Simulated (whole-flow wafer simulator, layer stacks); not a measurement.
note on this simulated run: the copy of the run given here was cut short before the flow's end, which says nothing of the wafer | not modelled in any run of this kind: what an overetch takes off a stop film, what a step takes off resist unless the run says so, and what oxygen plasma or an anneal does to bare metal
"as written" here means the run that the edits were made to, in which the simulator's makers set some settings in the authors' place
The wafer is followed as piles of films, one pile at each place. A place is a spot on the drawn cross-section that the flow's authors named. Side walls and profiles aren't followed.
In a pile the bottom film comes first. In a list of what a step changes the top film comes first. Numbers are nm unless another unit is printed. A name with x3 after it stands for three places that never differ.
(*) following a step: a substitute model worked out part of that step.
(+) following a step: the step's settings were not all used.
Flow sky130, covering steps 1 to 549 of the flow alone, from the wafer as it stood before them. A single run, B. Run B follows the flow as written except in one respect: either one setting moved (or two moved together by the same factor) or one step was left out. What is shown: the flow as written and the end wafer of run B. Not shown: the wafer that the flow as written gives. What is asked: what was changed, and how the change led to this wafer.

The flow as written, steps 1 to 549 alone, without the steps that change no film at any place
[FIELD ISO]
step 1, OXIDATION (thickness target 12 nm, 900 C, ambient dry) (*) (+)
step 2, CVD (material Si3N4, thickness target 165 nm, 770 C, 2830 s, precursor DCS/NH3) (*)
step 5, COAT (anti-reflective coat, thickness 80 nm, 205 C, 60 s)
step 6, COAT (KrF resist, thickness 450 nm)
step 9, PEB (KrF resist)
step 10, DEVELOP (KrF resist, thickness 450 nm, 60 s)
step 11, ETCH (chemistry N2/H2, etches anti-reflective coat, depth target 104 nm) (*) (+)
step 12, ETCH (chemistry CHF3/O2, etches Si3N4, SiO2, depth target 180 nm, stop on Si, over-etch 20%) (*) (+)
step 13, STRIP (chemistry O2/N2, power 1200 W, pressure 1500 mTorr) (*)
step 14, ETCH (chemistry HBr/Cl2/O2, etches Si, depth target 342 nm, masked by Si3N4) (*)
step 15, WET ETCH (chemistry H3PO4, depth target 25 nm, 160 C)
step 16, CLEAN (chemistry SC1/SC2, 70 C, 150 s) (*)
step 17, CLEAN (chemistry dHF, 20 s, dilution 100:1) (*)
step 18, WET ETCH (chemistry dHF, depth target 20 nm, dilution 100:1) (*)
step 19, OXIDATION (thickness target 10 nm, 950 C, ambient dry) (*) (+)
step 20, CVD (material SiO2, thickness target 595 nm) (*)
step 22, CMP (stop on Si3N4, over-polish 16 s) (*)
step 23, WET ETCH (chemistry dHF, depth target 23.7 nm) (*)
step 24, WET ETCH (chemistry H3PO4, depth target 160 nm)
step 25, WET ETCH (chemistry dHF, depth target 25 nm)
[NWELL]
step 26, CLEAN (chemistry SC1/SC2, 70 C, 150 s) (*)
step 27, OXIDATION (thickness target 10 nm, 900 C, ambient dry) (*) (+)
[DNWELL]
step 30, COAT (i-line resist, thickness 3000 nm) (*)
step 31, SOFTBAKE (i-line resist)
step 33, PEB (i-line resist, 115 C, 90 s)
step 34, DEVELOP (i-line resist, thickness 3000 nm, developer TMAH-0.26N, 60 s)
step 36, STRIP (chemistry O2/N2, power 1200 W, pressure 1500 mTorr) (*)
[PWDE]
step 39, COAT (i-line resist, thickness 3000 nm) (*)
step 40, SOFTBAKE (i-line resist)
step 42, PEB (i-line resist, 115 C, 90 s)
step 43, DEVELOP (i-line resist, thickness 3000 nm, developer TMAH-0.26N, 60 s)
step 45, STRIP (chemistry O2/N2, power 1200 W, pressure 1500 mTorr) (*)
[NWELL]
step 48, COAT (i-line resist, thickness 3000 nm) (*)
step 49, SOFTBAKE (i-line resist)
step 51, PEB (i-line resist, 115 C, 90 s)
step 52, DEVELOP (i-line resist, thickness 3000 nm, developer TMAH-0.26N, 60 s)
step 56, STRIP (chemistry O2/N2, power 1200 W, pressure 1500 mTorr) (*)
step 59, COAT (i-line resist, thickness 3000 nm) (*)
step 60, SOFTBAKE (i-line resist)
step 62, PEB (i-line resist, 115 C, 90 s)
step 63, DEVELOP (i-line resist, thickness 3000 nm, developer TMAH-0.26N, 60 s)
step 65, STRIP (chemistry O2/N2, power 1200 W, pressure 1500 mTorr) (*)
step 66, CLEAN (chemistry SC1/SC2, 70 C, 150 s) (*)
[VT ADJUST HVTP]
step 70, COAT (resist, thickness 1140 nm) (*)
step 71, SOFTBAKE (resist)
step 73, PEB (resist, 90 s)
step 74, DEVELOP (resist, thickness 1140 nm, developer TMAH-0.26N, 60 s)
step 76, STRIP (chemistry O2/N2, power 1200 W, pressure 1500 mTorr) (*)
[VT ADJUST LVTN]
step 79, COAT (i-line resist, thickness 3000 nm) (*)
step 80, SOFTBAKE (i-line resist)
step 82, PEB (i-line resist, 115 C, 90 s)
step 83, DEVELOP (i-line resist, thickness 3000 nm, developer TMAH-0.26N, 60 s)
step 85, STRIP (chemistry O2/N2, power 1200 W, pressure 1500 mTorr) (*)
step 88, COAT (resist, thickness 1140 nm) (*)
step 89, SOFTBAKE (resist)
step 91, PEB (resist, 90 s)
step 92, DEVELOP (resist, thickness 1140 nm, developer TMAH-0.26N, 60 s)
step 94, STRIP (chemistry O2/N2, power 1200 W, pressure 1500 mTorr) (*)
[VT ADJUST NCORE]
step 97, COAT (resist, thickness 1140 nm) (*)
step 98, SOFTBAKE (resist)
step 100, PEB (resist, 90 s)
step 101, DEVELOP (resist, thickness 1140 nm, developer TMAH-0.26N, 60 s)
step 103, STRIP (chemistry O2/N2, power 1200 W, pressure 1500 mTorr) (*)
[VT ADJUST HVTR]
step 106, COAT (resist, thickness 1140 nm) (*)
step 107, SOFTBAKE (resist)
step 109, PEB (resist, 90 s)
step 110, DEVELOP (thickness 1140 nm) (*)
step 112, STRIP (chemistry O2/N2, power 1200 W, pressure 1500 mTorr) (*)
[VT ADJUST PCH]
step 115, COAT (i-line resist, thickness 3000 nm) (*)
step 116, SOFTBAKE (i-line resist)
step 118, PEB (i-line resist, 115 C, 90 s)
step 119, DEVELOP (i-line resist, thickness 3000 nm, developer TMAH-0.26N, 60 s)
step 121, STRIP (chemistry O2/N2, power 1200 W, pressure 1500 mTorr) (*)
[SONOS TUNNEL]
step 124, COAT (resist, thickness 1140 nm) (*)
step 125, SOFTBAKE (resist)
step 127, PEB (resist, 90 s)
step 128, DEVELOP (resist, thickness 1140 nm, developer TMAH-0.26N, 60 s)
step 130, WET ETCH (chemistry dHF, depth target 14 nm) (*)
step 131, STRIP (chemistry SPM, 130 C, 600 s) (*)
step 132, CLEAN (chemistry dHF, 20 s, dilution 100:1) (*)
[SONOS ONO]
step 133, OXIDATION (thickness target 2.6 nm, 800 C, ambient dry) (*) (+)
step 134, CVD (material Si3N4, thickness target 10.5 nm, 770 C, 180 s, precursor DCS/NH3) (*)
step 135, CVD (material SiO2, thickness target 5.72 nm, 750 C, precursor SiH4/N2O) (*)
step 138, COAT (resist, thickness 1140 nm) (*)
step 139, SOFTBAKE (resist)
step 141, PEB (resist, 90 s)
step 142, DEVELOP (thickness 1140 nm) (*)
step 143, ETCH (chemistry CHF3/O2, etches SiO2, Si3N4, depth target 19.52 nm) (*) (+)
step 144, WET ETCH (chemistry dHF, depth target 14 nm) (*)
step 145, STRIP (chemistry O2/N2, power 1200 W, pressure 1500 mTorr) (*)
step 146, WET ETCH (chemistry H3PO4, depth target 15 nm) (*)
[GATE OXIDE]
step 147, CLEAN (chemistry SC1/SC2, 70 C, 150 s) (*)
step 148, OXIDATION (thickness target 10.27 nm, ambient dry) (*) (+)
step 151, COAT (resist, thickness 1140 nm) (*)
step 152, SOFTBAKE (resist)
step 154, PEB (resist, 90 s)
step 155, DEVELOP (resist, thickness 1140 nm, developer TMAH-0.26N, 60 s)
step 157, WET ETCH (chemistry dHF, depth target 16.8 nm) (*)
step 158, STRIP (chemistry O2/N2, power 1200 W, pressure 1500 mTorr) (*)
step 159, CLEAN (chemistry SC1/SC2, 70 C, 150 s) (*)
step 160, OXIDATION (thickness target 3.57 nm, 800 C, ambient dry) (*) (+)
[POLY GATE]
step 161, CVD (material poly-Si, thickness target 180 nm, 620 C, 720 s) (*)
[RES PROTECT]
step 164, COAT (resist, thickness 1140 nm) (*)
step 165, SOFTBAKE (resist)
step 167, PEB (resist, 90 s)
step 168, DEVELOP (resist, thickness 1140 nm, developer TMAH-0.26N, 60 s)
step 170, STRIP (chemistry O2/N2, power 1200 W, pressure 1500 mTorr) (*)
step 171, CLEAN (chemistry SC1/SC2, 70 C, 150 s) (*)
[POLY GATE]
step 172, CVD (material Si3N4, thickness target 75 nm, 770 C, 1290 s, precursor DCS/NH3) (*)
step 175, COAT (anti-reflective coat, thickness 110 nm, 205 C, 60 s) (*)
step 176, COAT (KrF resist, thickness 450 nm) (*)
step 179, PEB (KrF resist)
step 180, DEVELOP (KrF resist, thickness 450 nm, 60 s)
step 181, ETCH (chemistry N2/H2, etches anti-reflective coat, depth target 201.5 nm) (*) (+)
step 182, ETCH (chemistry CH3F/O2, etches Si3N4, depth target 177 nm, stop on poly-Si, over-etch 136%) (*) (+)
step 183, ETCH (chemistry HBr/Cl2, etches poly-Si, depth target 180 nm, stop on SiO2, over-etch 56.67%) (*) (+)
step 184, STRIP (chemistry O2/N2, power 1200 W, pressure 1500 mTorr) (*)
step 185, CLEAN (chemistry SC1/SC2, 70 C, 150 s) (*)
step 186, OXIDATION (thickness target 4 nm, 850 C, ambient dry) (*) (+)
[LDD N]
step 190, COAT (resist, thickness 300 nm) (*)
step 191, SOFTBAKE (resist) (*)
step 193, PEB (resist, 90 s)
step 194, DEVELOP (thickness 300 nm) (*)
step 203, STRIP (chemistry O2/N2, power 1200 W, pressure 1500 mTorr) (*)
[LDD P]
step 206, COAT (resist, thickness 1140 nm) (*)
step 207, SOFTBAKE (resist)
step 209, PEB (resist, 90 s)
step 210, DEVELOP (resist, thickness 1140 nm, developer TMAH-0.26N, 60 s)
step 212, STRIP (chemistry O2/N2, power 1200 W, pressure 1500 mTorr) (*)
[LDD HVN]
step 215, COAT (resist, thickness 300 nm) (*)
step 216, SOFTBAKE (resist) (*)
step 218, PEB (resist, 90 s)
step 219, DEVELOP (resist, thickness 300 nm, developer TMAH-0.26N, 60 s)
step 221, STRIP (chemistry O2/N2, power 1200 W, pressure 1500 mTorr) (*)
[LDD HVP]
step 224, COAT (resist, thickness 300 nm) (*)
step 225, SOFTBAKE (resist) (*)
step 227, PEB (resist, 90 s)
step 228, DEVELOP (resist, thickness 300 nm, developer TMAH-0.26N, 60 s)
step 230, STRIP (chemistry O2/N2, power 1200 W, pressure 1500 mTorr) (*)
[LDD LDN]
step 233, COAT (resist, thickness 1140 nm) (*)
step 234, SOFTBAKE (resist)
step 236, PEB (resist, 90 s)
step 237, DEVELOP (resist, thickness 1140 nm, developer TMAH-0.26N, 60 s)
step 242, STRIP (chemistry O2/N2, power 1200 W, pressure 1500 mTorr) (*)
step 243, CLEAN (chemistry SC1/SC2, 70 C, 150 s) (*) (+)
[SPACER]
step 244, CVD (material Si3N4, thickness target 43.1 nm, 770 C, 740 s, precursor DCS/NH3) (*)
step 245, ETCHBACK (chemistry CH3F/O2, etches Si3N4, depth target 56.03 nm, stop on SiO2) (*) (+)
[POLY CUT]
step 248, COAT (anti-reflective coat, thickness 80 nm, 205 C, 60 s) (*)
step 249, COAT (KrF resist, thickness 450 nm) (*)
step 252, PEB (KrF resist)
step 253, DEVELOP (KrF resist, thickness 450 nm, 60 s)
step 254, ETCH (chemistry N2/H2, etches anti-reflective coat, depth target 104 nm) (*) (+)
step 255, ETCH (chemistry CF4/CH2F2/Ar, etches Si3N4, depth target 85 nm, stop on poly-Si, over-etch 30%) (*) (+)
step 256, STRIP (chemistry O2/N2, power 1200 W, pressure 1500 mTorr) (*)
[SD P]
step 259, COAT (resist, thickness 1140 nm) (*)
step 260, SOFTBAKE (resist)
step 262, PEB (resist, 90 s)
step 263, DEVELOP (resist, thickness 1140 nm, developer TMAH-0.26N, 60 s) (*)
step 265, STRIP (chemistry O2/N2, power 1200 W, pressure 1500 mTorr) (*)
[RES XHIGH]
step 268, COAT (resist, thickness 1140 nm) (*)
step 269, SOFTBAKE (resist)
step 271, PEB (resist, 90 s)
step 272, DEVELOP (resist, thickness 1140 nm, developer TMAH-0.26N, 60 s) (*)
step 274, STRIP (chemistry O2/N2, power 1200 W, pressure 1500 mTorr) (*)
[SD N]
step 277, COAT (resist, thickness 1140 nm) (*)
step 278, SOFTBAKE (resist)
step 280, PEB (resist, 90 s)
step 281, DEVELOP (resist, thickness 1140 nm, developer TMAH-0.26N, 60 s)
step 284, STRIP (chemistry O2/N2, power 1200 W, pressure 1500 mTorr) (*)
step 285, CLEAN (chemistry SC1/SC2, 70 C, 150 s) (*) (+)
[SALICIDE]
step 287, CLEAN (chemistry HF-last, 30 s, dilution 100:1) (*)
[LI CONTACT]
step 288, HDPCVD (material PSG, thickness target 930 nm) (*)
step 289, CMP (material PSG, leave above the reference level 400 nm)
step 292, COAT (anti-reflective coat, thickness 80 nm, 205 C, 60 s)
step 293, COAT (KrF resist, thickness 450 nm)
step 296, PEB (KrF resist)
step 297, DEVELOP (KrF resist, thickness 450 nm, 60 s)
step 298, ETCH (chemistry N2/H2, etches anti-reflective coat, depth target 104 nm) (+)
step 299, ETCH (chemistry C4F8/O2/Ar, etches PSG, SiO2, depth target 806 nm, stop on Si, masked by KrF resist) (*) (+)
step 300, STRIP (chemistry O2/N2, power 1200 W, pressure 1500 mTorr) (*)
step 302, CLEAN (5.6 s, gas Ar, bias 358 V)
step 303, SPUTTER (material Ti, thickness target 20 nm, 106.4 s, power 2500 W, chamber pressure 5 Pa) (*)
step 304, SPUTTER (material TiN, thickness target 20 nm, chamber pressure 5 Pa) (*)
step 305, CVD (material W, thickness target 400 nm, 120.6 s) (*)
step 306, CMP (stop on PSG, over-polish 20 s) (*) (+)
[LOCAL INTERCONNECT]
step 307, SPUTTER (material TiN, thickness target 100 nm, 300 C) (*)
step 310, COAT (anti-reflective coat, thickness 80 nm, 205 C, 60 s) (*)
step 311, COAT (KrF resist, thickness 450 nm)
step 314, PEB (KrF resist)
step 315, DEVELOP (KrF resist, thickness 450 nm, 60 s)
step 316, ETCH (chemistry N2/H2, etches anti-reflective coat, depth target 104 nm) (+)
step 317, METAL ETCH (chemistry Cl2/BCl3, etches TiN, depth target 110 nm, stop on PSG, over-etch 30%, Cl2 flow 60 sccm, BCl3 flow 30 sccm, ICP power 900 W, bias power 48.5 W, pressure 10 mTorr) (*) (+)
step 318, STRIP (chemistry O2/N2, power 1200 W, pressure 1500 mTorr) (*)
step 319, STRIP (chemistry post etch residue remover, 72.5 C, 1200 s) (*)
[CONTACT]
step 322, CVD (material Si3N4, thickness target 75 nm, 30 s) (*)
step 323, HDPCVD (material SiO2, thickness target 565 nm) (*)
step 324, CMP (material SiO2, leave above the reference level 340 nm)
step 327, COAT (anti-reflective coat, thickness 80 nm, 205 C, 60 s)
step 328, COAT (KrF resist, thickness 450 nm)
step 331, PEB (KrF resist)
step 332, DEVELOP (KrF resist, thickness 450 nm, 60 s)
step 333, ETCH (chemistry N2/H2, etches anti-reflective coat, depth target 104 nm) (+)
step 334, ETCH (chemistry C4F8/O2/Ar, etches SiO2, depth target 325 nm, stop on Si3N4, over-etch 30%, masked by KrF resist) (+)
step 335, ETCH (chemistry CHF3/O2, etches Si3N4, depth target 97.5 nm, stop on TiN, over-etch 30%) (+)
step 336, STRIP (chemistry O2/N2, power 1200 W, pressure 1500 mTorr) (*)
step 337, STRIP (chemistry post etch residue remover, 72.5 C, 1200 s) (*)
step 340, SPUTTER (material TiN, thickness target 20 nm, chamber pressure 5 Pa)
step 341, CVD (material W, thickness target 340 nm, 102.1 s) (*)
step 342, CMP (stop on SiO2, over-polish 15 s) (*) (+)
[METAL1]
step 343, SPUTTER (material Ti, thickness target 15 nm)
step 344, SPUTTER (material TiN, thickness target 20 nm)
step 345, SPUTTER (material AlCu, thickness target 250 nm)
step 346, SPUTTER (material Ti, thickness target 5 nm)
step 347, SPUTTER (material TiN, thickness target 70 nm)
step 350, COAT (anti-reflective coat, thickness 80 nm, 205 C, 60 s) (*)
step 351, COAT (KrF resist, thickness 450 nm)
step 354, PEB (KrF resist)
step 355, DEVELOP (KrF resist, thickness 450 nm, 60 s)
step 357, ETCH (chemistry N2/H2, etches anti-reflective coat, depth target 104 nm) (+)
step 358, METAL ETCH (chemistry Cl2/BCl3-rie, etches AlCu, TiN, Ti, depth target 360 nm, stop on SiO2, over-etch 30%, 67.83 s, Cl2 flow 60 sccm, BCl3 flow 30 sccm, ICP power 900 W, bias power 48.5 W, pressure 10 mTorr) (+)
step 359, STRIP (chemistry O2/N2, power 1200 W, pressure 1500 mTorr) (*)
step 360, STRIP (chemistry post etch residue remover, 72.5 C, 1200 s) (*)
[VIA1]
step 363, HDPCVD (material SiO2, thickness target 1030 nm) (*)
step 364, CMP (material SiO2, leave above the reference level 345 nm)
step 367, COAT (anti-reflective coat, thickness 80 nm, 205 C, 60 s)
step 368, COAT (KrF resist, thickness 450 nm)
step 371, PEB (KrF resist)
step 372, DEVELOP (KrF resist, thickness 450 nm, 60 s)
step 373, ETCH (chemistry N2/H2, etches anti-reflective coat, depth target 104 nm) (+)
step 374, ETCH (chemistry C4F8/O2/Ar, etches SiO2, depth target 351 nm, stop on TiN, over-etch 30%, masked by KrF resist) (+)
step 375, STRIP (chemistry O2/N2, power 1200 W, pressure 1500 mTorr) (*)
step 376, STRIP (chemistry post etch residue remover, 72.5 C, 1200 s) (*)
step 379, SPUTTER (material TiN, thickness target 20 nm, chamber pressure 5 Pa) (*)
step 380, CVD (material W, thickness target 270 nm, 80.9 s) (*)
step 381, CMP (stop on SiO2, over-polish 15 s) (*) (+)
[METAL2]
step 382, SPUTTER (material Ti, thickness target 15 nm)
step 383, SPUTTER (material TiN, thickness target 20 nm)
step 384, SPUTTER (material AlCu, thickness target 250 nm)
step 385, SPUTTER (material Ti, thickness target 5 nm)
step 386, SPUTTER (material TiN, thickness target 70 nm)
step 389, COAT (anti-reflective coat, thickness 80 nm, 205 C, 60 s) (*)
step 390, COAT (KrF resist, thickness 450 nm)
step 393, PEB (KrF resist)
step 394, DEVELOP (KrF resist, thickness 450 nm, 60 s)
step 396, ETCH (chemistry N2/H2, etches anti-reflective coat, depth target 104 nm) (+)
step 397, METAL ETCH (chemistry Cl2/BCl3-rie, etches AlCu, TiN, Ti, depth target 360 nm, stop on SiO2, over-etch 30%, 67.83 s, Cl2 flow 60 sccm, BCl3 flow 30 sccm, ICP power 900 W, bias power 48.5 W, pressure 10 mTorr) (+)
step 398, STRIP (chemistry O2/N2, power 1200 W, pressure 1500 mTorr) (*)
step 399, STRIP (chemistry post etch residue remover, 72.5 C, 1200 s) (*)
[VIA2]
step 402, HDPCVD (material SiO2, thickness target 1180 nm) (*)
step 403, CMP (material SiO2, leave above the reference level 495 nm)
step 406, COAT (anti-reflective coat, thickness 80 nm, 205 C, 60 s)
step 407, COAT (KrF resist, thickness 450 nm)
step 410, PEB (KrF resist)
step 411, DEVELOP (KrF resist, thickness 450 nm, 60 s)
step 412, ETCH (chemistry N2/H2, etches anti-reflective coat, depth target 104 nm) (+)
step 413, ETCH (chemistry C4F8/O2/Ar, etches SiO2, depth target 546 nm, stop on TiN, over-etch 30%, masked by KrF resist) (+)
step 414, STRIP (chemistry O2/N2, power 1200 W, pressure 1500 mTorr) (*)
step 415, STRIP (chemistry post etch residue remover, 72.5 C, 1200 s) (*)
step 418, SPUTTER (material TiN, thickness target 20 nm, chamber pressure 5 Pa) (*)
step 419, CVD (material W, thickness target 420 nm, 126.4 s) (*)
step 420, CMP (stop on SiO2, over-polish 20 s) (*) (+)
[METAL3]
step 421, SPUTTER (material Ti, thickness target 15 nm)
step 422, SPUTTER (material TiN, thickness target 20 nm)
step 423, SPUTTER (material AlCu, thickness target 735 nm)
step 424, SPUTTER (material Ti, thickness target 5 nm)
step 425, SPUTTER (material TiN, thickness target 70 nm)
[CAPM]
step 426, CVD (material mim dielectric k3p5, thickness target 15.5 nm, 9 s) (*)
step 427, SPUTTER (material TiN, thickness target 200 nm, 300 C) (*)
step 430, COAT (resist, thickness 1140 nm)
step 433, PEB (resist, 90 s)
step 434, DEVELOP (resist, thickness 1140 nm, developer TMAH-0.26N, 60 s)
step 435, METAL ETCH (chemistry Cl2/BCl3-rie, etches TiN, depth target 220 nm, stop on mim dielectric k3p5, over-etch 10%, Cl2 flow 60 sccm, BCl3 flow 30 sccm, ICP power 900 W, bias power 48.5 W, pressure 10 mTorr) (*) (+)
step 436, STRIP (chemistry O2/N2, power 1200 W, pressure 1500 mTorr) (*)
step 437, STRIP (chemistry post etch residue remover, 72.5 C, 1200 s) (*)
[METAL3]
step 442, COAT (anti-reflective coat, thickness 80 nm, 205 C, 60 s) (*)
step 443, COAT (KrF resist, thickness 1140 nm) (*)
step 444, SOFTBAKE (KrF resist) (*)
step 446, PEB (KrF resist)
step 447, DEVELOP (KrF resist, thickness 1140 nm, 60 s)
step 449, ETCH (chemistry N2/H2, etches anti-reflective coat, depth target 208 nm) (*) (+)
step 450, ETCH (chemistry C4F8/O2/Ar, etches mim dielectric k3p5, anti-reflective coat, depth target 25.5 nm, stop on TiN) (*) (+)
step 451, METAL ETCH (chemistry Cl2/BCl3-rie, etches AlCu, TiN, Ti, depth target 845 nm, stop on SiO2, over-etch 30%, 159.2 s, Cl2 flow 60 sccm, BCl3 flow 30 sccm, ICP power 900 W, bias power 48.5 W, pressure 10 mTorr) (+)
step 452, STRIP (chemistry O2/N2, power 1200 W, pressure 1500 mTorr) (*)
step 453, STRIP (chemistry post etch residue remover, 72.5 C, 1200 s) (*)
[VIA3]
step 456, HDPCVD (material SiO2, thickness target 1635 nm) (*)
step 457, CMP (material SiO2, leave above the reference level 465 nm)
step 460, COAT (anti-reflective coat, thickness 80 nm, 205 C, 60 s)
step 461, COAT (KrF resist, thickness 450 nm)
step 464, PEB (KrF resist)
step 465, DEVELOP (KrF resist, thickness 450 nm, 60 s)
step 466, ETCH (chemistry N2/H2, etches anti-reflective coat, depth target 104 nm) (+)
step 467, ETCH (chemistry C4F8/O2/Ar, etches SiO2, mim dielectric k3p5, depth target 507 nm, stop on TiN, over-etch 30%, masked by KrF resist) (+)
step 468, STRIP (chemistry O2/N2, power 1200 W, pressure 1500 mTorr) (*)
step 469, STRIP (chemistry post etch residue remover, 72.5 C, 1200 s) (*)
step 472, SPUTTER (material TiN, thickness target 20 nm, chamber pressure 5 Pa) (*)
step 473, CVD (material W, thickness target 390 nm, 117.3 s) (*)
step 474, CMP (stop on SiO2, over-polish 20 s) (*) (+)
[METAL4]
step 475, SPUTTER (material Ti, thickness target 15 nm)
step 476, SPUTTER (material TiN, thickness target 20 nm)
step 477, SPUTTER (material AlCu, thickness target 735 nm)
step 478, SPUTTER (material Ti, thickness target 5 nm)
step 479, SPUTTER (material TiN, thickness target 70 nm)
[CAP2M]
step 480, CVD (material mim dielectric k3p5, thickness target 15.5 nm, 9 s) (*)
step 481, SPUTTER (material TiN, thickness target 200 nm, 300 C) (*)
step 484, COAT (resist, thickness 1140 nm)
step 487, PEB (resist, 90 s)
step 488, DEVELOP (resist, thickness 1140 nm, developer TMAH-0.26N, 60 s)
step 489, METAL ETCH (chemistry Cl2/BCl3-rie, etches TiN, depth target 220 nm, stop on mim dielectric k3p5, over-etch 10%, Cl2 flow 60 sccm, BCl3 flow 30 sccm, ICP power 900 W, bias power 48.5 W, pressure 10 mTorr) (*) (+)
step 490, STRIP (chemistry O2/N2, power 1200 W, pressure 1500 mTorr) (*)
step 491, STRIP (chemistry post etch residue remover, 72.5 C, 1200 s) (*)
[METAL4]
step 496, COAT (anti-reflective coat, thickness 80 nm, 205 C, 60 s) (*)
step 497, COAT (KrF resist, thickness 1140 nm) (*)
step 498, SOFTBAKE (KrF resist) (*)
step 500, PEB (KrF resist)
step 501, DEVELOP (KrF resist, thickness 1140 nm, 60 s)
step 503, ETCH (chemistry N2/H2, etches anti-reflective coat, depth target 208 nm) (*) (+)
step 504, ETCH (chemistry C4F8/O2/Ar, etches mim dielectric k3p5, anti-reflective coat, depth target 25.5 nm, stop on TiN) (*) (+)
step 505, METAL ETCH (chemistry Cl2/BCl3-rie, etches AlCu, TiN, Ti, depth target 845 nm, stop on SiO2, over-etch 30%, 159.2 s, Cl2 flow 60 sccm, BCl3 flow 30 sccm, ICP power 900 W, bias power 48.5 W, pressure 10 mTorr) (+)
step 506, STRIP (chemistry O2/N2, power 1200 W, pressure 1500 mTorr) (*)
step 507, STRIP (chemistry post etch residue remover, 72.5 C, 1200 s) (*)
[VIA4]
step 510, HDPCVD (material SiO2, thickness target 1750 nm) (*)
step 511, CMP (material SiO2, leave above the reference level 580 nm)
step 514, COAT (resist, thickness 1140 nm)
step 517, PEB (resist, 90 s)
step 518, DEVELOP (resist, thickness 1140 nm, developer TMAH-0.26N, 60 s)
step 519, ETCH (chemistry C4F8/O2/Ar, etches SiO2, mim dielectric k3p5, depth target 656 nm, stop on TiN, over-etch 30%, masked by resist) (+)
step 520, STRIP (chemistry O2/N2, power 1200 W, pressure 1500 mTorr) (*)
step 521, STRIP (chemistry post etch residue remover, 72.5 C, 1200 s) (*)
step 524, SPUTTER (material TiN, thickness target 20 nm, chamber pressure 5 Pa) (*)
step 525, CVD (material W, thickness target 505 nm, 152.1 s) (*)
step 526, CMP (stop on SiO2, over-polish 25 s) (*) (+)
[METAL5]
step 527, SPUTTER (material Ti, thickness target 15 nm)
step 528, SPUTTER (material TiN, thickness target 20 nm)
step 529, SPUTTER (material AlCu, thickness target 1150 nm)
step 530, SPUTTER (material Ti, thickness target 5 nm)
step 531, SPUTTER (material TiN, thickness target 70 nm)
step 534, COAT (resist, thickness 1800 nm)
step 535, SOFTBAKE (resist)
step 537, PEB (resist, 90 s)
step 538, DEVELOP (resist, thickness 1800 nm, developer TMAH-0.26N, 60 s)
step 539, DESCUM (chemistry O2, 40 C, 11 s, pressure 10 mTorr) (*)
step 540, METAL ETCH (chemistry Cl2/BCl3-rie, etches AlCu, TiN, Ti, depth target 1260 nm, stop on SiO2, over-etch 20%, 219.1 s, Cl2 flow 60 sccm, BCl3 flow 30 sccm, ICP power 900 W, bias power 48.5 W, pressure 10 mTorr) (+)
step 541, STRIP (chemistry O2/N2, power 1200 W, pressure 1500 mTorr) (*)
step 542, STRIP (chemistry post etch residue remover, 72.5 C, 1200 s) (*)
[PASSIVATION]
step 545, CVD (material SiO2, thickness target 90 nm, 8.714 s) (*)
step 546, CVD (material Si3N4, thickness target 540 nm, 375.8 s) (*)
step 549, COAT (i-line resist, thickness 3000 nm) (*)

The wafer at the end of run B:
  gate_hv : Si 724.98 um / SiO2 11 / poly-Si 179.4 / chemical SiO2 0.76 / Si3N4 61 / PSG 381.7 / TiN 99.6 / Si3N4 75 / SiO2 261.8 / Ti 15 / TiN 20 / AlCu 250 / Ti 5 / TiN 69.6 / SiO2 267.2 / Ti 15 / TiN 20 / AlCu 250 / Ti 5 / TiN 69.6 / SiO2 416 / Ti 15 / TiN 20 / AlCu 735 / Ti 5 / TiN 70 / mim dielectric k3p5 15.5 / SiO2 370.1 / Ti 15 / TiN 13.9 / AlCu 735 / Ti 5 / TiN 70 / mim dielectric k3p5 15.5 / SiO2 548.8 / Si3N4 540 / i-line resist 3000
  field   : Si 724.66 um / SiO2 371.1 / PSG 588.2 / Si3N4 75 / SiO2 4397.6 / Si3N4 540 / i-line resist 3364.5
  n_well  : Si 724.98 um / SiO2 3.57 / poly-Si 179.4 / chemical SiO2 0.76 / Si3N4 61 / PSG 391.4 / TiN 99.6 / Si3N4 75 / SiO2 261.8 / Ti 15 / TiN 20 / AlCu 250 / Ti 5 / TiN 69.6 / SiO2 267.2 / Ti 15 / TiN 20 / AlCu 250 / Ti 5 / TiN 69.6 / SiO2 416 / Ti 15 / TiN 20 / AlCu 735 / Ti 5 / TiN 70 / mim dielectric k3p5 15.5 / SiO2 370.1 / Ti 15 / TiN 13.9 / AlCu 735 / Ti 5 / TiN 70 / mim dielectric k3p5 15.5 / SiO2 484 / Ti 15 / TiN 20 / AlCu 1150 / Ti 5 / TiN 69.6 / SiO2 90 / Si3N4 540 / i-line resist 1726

Cause: step 476, SPUTTER: thickness target 13.9 nm was run, whereas the flow has thickness target 20 nm.
One can read it off the wafer: gate_hv has TiN 13.9, and step 476 as written asks for 20 nm.

How this came from the change, step by step:
  step 476, SPUTTER (material TiN, thickness target 20 nm)
      field, active, n_well and 189 more: +13.9 TiN (new film) (in the flow as written it would be: +20 TiN (new film))
  step 505, METAL ETCH (chemistry Cl2/BCl3-rie, etches AlCu, TiN, Ti, depth target 845 nm, stop on SiO2, over-etch 30%, 159.2 s, Cl2 flow 60 sccm, BCl3 flow 30 sccm, ICP power 900 W, bias power 48.5 W, pressure 10 mTorr) (+)
      field, active, gate and 70 more: -70 TiN (all of it), -5 Ti (all of it), -735 AlCu (all of it), -13.9 TiN (all of it), -15 Ti (all of it), -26 SiO2 (in the flow as written it would be: -70 TiN (all of it), -5 Ti (all of it), -735 AlCu (all of it), -20 TiN (all of it), -15 Ti (all of it), -25.4 SiO2)
      vpp_iso1, mim_edge_plate, m1_ln and 12 more: -70 TiN (all of it), -5 Ti (all of it), -735 AlCu (all of it), -13.9 TiN (all of it), -15 Ti (all of it), -26 SiO2 (in the flow as written it would be: -70 TiN (all of it), -5 Ti (all of it), -735 AlCu (all of it), -20 TiN (all of it), -15 Ti (all of it), -25.3 SiO2)
